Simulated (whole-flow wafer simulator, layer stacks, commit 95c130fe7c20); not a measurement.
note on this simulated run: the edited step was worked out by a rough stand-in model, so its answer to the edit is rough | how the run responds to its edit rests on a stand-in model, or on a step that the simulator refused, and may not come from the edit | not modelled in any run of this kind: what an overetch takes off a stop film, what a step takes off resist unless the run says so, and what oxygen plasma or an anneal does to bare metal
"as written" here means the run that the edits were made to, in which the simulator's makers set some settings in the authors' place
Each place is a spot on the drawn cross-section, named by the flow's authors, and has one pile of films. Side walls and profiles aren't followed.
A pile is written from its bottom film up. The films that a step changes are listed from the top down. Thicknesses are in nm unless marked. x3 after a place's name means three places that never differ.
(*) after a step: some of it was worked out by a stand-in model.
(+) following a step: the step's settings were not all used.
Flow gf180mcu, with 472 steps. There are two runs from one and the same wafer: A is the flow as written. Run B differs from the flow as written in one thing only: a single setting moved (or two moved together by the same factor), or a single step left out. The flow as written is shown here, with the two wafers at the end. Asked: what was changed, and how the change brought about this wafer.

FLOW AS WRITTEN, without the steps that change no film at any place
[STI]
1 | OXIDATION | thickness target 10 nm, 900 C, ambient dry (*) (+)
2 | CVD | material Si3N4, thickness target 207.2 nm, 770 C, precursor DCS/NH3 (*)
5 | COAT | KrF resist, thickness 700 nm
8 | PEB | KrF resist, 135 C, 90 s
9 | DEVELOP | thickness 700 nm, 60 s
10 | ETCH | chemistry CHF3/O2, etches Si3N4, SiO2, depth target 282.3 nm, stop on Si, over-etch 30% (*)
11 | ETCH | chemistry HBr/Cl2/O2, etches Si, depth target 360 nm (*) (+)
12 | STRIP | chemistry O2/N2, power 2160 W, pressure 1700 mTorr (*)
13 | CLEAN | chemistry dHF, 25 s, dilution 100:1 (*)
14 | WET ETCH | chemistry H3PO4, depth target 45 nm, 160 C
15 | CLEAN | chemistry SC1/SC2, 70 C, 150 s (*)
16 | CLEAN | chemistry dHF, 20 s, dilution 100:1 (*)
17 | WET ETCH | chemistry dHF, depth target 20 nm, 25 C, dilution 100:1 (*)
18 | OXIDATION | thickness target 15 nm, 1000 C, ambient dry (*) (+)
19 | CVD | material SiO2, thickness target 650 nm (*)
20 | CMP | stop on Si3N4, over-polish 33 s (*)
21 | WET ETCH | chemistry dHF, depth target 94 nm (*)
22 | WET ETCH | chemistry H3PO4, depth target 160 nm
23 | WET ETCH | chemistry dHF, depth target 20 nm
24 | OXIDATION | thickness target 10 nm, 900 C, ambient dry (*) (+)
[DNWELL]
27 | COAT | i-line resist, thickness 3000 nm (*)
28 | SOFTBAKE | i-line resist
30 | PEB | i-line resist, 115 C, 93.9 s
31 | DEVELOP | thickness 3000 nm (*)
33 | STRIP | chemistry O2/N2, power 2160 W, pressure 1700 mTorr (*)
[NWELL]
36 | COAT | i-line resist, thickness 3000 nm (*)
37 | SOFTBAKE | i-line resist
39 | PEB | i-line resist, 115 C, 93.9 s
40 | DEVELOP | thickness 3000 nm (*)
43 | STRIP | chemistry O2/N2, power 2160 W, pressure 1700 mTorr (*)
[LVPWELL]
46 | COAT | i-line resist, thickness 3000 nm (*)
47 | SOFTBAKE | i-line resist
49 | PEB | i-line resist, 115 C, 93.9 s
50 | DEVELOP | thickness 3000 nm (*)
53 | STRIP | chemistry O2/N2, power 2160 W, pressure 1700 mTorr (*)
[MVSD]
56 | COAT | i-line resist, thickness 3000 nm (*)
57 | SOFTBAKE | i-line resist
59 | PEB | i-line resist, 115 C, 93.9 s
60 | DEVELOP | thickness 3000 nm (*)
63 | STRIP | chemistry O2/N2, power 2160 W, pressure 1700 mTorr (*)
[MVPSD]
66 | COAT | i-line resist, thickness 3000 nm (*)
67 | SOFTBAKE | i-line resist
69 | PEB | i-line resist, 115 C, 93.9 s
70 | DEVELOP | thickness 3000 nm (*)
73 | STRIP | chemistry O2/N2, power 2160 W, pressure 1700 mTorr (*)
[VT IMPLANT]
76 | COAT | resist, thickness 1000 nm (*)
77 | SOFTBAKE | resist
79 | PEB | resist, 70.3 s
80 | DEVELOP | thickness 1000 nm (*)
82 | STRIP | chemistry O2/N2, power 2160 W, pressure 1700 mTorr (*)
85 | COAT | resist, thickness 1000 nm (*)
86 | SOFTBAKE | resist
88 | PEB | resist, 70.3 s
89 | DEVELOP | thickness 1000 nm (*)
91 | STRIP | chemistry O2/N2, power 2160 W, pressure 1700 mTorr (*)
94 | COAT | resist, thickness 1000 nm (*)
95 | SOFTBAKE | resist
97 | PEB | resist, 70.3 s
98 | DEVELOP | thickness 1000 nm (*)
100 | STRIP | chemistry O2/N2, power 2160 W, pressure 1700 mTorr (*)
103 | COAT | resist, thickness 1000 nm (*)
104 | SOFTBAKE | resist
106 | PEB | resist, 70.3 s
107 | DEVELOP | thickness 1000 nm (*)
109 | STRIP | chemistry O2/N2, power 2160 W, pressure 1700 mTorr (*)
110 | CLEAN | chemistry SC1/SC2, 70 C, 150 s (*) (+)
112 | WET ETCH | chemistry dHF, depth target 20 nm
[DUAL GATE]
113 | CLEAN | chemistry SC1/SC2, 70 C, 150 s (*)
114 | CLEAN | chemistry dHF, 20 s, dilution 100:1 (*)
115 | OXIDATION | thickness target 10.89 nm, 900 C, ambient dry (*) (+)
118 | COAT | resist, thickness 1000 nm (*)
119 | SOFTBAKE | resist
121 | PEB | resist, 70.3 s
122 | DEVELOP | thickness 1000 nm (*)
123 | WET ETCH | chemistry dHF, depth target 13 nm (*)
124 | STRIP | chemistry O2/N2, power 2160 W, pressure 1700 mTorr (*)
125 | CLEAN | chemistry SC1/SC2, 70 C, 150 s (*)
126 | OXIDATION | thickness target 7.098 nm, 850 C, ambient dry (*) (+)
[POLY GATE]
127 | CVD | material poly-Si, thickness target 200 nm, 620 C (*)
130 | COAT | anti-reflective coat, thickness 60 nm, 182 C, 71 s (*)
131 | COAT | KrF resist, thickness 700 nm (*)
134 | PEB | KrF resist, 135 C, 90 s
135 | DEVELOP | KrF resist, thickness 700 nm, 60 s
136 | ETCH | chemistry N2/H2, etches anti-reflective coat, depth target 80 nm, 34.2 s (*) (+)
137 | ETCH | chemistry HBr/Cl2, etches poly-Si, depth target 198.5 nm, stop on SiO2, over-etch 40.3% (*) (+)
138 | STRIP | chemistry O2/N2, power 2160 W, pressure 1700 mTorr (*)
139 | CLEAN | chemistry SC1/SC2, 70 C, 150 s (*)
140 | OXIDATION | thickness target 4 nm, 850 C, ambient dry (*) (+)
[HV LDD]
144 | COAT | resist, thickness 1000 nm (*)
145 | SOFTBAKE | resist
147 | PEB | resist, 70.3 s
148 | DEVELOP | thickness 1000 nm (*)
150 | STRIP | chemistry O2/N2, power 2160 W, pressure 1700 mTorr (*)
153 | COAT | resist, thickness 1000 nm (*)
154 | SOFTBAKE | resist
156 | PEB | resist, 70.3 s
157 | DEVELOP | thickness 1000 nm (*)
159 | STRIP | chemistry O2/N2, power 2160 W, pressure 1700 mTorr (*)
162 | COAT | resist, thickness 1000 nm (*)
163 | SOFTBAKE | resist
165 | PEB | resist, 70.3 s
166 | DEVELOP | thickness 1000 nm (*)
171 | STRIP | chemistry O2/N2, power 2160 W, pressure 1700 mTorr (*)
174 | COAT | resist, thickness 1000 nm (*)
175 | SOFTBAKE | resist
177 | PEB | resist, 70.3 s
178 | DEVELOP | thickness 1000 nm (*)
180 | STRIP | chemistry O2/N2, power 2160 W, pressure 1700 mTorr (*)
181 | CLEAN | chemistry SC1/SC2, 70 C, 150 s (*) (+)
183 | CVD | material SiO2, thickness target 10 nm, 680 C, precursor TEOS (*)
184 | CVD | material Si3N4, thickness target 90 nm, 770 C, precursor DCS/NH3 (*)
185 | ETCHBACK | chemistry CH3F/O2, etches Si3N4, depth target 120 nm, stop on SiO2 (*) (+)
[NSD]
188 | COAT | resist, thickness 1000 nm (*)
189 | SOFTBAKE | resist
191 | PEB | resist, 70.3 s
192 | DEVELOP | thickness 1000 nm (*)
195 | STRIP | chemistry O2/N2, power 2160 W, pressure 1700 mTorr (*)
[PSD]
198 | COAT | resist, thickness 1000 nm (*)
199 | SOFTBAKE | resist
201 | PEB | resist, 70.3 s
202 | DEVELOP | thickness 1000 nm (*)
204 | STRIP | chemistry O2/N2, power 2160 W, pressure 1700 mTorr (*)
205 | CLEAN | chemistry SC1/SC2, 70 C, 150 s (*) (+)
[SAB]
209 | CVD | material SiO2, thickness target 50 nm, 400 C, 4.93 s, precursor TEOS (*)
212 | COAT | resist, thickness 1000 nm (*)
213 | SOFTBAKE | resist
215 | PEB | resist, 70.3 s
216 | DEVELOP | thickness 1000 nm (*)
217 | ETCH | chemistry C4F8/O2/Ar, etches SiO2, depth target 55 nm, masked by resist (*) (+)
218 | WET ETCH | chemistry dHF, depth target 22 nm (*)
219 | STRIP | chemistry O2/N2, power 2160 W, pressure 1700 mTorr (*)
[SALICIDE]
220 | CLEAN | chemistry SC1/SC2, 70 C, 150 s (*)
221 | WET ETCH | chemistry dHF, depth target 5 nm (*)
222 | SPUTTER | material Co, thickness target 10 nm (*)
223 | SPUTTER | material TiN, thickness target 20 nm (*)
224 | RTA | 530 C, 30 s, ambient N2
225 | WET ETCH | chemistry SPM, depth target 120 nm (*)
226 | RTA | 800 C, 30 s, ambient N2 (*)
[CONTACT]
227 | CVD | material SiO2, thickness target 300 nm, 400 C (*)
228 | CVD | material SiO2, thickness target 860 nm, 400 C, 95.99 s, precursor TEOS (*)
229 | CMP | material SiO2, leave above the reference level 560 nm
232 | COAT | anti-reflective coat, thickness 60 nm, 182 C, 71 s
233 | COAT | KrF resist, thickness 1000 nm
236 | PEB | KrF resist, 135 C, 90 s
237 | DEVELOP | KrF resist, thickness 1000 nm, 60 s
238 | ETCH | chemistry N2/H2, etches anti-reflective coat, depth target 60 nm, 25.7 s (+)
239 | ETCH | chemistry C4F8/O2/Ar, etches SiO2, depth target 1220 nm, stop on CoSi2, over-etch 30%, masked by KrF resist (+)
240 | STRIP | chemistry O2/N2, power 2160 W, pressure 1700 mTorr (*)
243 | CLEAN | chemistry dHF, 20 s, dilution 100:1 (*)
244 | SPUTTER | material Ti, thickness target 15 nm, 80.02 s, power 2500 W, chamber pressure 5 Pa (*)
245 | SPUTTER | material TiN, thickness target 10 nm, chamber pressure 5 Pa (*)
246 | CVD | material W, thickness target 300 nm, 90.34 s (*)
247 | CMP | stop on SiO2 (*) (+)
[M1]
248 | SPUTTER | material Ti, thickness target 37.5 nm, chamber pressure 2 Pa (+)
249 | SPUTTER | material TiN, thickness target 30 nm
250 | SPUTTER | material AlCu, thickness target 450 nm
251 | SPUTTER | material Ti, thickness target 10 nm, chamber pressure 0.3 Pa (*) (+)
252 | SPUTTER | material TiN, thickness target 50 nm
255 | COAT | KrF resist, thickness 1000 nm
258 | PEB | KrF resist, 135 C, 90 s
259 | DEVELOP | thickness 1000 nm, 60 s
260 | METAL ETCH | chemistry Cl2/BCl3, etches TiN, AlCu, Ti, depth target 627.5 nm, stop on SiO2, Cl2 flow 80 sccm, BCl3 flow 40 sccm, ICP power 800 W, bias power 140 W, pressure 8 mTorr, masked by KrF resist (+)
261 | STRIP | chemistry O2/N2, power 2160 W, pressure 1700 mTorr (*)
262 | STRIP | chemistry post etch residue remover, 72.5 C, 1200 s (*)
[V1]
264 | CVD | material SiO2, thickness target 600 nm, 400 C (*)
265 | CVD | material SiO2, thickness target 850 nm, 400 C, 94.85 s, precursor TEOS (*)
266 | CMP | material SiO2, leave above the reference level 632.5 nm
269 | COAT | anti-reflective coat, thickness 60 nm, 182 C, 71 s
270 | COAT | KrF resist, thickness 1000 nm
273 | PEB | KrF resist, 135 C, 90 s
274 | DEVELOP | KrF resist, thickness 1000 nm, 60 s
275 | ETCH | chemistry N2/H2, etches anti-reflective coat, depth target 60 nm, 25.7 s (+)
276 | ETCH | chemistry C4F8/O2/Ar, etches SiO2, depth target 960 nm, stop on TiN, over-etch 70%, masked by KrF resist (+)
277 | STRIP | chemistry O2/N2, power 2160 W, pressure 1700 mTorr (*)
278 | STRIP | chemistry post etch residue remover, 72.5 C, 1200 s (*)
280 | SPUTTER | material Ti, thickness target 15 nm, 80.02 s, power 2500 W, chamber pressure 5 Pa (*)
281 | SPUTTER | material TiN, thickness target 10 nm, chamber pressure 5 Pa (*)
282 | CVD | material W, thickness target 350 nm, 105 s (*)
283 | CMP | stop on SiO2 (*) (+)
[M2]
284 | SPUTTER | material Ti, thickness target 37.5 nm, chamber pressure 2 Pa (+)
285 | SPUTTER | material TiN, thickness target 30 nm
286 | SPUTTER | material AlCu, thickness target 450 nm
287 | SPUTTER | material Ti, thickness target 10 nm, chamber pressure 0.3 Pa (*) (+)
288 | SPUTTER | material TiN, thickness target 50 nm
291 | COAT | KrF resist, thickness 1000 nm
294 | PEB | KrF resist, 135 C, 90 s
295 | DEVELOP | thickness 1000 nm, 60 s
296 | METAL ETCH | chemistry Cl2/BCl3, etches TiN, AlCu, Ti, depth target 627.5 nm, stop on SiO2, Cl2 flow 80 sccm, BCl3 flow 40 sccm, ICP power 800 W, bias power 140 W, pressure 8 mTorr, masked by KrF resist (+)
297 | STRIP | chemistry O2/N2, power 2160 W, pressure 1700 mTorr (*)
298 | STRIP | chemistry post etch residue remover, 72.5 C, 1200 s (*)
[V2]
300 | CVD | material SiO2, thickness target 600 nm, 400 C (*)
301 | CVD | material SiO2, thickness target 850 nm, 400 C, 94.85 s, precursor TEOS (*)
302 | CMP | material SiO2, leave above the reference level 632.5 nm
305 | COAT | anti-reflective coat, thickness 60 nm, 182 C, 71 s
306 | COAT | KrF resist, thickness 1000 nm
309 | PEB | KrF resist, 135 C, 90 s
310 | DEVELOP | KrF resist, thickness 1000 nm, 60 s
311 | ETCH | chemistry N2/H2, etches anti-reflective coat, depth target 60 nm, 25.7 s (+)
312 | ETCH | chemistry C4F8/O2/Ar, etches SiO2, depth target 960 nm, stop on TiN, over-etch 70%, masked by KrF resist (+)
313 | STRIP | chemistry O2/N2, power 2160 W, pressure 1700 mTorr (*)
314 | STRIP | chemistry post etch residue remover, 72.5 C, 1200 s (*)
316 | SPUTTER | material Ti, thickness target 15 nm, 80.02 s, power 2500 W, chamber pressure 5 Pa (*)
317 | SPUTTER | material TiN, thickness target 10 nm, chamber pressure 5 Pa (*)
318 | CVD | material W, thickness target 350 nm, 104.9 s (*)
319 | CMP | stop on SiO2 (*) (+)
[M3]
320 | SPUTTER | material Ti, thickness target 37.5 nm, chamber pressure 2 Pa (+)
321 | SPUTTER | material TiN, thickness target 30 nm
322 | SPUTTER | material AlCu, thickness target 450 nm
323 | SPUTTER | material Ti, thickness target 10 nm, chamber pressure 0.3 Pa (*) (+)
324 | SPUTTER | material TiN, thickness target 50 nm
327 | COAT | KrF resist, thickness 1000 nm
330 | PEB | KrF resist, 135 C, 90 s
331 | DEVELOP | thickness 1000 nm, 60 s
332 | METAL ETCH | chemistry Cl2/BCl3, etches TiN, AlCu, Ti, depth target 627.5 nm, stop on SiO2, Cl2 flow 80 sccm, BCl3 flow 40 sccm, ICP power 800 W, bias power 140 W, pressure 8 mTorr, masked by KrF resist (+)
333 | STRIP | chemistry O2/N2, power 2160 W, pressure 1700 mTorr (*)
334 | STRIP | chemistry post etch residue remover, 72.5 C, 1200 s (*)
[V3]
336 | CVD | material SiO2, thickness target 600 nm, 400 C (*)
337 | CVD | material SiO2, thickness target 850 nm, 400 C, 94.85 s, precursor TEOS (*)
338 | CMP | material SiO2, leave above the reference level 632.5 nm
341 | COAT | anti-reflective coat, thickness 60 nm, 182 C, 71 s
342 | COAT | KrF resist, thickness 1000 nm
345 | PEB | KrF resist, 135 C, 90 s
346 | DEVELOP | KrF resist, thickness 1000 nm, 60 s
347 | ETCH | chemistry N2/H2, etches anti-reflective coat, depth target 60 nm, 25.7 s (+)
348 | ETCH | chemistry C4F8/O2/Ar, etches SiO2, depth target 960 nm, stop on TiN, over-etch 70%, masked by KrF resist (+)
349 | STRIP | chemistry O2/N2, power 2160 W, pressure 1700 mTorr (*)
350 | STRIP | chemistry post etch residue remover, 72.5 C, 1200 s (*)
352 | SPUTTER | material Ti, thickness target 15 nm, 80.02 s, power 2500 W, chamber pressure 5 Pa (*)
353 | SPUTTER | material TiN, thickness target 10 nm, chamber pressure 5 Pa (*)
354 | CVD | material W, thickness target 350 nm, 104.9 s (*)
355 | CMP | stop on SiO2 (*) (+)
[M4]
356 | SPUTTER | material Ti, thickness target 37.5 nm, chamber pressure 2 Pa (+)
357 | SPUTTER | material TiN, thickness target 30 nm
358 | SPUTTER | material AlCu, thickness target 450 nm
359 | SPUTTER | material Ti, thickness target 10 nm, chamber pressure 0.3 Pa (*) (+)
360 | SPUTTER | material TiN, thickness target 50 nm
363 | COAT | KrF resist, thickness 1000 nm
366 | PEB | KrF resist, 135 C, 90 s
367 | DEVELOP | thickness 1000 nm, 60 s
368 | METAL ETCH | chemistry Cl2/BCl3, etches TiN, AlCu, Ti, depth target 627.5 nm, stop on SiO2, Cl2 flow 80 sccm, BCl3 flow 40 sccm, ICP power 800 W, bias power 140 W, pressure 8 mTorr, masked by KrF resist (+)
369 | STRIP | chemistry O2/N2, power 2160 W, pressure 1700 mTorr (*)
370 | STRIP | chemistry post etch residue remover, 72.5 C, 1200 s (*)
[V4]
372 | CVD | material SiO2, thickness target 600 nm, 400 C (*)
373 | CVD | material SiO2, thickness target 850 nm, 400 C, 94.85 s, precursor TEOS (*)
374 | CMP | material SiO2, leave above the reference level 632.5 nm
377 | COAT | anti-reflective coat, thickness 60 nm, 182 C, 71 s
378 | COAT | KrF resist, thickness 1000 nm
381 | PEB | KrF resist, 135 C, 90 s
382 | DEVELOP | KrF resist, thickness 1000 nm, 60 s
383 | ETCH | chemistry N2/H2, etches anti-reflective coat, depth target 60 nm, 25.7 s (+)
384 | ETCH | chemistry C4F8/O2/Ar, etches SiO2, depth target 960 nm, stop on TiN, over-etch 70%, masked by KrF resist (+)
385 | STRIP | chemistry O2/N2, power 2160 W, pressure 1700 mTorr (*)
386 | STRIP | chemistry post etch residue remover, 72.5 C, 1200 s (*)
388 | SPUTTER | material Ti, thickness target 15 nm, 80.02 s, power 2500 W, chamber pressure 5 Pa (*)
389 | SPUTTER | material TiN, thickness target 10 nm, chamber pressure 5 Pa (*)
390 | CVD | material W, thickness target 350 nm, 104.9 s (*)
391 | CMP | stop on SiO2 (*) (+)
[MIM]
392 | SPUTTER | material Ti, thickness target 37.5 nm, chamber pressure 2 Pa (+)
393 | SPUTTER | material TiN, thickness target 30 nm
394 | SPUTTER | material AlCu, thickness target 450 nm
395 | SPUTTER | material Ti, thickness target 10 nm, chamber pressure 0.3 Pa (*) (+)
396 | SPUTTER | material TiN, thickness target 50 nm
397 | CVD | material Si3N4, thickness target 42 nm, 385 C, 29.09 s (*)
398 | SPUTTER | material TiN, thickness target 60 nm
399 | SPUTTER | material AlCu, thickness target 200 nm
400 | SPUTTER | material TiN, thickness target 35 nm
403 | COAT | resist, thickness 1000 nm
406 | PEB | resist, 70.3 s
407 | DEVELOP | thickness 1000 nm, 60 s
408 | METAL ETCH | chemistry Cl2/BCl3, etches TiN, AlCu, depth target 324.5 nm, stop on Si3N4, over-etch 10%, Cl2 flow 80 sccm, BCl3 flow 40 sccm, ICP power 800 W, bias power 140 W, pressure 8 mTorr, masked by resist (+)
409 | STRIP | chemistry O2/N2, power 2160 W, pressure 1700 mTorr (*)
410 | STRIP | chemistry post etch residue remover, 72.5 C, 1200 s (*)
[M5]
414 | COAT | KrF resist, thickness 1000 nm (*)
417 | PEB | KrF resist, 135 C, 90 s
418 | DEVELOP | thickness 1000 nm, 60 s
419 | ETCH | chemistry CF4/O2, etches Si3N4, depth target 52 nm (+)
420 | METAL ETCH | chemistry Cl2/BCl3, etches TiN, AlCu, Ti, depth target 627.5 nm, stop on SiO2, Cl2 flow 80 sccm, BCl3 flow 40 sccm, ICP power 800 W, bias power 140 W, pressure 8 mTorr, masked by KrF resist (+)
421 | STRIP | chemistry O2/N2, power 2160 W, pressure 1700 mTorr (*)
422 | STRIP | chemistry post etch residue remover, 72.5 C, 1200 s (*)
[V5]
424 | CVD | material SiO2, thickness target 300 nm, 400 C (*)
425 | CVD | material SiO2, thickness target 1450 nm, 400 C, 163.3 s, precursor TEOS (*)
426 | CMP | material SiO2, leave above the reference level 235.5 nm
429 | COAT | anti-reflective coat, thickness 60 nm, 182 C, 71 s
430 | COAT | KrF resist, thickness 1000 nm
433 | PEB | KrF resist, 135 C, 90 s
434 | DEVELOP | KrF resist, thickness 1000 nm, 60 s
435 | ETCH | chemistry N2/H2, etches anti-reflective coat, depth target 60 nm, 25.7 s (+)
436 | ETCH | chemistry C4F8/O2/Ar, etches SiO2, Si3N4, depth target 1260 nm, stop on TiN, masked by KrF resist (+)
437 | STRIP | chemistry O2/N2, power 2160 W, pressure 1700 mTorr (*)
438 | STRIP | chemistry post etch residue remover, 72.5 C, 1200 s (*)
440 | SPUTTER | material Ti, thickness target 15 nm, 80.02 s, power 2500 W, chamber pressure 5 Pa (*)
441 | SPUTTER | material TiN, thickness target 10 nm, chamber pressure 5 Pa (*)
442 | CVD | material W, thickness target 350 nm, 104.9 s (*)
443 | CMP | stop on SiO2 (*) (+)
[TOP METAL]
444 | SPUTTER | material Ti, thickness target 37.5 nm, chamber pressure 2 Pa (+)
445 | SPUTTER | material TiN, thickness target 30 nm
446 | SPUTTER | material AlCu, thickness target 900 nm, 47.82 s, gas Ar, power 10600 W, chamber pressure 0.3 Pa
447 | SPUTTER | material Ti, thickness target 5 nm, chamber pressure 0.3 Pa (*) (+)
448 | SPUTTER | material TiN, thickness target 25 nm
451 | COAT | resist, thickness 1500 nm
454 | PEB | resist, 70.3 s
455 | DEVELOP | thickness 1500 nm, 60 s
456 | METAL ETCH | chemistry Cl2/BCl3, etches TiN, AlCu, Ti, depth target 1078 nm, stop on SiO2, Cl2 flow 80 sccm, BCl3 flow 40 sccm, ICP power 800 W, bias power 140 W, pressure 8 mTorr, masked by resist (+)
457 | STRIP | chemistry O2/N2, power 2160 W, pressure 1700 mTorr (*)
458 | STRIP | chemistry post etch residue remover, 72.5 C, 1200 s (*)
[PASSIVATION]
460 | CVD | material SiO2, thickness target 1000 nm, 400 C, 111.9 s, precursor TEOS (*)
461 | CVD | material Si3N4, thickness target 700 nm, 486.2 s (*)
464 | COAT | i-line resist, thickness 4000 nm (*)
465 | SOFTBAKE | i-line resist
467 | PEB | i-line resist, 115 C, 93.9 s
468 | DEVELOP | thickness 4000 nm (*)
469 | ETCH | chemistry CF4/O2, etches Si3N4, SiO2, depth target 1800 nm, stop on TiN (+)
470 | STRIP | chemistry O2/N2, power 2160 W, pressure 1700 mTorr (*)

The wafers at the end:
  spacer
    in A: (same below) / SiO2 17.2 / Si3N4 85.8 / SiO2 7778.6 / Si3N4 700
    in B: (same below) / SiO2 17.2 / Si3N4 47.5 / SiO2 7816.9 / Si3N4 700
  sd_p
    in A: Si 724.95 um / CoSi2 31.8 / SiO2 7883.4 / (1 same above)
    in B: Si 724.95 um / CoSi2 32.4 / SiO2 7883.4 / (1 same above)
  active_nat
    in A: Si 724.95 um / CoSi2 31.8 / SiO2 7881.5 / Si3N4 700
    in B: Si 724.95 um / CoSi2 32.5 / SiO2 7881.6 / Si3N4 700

The reason: step 184, CVD: thickness target 51.7 nm was run, whereas the flow has thickness target 90 nm.

Step by step, how the change led to this:
  184 | CVD | material Si3N4, thickness target 90 nm, 770 C, precursor DCS/NH3 (*)
      field, field__w1, field__w2 and 101 more: A +90 Si3N4 (new film) | B +51.7 Si3N4 (new film)
  185 | ETCHBACK | chemistry CH3F/O2, etches Si3N4, depth target 120 nm, stop on SiO2 (*) (+)
      field, field__w1, field__w2 and 100 more: A -90 Si3N4 (all of it), -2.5 SiO2 | B -51.7 Si3N4 (all of it), -5.69 SiO2
  188 | COAT | resist, thickness 1000 nm (*)
      spacer: A +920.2 resist (new film) | B +955 resist (new film)
  189 | SOFTBAKE | resist
      field__w6: A +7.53 resist | B +6.82 resist
      field__w7: A +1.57 resist | B +0.85 resist
      (and at 17 other places as well)
  191 | PEB | resist, 70.3 s
      spacer: A -14.3 resist | B -15.2 resist
  192 | DEVELOP | thickness 1000 nm (*)
      spacer: A -905.9 resist (all of it) | B -939.9 resist (all of it)
  198 | COAT | resist, thickness 1000 nm (*)
      spacer: A +920.2 resist (new film) | B +955 resist (new film)
  199 | SOFTBAKE | resist
      field__w6: A +7.53 resist | B +6.82 resist
      field__w7: A +1.57 resist | B +0.85 resist
      (and at 17 other places as well)
  201 | PEB | resist, 70.3 s
      spacer: A -14.3 resist | B -15.2 resist
  204 | STRIP | chemistry O2/N2, power 2160 W, pressure 1700 mTorr (*)
      spacer: A -905.9 resist (all of it) | B -939.9 resist (all of it)
  212 | COAT | resist, thickness 1000 nm (*)
      spacer: A +919.4 resist (new film) | B +954.2 resist (new film)
  213 | SOFTBAKE | resist
      field__w9: A -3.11 resist | B +6.58 resist
      field__w5: A +7.65 resist | B +6.83 resist
      (and at 13 other places as well)
  215 | PEB | resist, 70.3 s
      spacer: A -14.3 resist | B -15.1 resist
  216 | DEVELOP | thickness 1000 nm (*)
      spacer: A -905.1 resist (all of it) | B -939.1 resist (all of it)
  218 | WET ETCH | chemistry dHF, depth target 22 nm (*)
      gate, gate_hv, gate_p and 23 more: A -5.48 SiO2 (all of it) | B -2.29 SiO2 (all of it)
      active, p_well, sd_n, iso_ptap_pw, iso_ntap_nw, iso_ptap_sub, vpnp_e: A -9.01 SiO2 (all of it) | B -5.82 SiO2 (all of it)
      (and at 16 other places as well)
  222 | SPUTTER | material Co, thickness target 10 nm (*)
      field__w2: A +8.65 Co (new film) | B +9.27 Co (new film)
      field__w3: A +8.06 Co (new film) | B +8.9 Co (new film)
      (and at 4 other places as well)
  ... 4 other steps ...
  229 | CMP | material SiO2, leave above the reference level 560 nm
      spacer: A -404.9 SiO2 | B -366.6 SiO2
